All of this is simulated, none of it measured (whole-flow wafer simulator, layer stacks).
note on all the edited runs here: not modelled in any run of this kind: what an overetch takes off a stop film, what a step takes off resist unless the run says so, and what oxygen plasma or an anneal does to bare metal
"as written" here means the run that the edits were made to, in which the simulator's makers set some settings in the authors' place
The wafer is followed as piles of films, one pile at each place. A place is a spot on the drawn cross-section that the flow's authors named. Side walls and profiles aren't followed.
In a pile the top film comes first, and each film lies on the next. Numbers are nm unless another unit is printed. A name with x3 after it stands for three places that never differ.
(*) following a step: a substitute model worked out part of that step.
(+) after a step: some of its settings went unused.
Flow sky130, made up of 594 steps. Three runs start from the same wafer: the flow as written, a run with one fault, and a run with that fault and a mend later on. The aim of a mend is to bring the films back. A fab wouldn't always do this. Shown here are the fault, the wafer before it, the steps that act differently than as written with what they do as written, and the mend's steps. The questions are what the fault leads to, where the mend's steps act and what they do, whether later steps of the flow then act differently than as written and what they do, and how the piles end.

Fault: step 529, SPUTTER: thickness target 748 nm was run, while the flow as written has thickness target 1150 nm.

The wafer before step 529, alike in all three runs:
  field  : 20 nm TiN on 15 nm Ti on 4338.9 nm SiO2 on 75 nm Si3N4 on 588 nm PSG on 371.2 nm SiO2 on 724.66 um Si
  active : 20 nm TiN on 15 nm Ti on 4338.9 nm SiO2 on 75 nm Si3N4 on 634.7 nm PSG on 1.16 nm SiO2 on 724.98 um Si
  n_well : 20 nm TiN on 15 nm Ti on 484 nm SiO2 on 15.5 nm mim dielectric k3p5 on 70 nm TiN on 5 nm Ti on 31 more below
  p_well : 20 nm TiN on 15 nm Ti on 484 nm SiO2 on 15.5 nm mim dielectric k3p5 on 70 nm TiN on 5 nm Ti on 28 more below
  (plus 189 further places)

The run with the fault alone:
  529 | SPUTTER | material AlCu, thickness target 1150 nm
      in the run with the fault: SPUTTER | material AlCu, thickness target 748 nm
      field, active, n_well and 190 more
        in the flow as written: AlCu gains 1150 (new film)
        in the run with the fault: AlCu gains 748 (new film)
  Steps later in the flow that act otherwise than as written (2 more steps, not shown, differ only slightly: by at most 2% or 0.5 nm, whichever is larger):
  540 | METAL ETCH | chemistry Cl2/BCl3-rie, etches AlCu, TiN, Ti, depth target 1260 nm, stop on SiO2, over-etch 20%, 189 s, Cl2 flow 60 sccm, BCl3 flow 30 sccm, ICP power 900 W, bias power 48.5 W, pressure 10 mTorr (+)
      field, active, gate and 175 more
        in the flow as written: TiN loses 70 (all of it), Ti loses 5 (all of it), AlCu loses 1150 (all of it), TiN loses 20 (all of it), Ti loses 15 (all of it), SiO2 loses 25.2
        in the run with the fault: TiN loses 70 (all of it), Ti loses 5 (all of it), AlCu loses 748 (all of it), TiN loses 20 (all of it), Ti loses 15 (all of it), SiO2 loses 65.4
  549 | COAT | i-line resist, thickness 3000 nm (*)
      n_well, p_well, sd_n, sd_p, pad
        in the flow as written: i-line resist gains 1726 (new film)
        in the run with the fault: i-line resist gains 2084.8 (new film)
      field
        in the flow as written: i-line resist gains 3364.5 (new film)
        in the run with the fault: i-line resist gains 3258.4 (new film)
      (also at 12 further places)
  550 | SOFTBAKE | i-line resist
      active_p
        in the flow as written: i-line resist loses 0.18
        in the run with the fault: i-line resist gains 0.7
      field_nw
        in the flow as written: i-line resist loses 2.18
        in the run with the fault: i-line resist gains 0.94
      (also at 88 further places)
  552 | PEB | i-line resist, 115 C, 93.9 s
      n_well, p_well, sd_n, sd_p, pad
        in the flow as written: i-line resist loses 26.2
        in the run with the fault: i-line resist loses 32.3
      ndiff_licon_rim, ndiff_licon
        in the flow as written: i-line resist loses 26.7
        in the run with the fault: i-line resist loses 32.6
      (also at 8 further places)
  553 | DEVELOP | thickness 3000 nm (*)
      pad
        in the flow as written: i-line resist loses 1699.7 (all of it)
        in the run with the fault: i-line resist loses 2052.5 (all of it)
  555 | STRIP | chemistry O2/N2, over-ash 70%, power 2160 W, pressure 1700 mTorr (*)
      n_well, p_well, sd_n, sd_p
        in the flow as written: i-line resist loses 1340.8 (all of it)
        in the run with the fault: i-line resist loses 1693.6 (all of it)
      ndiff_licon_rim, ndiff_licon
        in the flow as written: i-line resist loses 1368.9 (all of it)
        in the run with the fault: i-line resist loses 1712.5 (all of it)
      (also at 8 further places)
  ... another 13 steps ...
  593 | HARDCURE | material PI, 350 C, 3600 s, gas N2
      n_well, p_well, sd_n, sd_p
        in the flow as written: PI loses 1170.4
        in the run with the fault: PI loses 1195.9
  The piles end different from the flow's at n_well, p_well, gate_hv and 108 more by more than 2% or 0.5 nm, whichever is larger.
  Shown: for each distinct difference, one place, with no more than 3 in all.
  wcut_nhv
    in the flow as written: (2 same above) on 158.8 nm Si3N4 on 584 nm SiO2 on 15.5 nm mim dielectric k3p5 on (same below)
    in the run with the fault: (2 same above) on 158.8 nm Si3N4 on 543.8 nm SiO2 on 15.5 nm mim dielectric k3p5 on (same below)
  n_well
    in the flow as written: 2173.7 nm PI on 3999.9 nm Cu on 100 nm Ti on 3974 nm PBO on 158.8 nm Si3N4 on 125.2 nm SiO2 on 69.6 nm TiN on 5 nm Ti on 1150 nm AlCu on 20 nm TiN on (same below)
    in the run with the fault: 2221 nm PI on 3999.9 nm Cu on 100 nm Ti on 4263 nm PBO on 158.8 nm Si3N4 on 125.2 nm SiO2 on 69.6 nm TiN on 5 nm Ti on 748 nm AlCu on 20 nm TiN on (same below)
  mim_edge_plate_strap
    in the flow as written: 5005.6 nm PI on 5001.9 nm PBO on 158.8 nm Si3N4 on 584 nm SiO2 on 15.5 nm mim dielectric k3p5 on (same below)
    in the run with the fault: 5005.9 nm PI on 5001.3 nm PBO on 158.8 nm Si3N4 on 543.8 nm SiO2 on 15.5 nm mim dielectric k3p5 on (same below)

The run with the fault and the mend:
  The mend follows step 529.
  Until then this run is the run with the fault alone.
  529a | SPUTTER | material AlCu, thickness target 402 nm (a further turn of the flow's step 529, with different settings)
      field, active, n_well and 190 more
        AlCu gains 402
  Every later step of the flow that is run acts as written at every place that is followed.
  At every place that both follow, the piles at the end match the flow's.
